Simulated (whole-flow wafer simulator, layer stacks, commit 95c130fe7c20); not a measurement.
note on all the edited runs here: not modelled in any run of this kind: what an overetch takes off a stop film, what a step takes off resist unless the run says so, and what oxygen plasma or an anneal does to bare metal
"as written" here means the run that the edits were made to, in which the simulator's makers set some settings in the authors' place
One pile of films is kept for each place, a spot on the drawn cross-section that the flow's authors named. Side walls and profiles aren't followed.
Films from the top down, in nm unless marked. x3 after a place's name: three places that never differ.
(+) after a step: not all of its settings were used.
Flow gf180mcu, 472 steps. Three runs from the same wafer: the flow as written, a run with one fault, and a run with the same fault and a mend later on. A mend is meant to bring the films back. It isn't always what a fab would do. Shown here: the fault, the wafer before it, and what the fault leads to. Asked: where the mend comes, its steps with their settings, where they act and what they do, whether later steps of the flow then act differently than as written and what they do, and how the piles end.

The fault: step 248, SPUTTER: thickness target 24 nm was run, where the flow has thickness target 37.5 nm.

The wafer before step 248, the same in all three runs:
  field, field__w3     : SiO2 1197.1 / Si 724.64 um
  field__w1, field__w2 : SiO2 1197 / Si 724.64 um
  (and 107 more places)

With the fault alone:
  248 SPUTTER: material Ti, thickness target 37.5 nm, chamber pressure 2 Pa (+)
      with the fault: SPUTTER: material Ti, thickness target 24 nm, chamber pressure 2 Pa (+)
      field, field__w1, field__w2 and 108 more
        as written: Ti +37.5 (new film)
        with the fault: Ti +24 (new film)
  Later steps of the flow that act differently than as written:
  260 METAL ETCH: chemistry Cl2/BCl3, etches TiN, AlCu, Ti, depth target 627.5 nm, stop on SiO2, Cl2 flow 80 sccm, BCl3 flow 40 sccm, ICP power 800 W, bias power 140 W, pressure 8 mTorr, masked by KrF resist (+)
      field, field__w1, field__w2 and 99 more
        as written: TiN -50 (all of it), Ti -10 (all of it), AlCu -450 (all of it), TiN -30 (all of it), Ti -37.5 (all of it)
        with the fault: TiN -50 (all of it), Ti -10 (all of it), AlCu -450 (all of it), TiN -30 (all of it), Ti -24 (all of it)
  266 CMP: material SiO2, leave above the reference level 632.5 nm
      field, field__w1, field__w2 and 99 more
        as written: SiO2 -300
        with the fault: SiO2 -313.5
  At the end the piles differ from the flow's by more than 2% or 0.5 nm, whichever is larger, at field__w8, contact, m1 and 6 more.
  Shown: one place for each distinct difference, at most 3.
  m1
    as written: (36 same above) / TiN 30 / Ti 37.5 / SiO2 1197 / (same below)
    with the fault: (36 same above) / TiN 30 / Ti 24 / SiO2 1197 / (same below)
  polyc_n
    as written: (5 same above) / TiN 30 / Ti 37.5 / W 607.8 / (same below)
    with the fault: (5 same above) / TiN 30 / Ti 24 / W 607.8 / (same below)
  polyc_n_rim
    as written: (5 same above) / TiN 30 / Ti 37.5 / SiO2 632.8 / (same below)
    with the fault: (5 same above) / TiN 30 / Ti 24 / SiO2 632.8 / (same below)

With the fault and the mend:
  The mend comes after step 248.
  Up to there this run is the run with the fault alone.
  248a SPUTTER: material Ti, thickness target 13.5 nm, chamber pressure 2 Pa (+) (the flow's step 248 once more, with other settings)
      field, field__w1, field__w2 and 108 more
        Ti +13.5
  No later step of the flow acts differently than as written at any place that is followed.
  At the end the piles are the same as the flow's at every place that both follow.
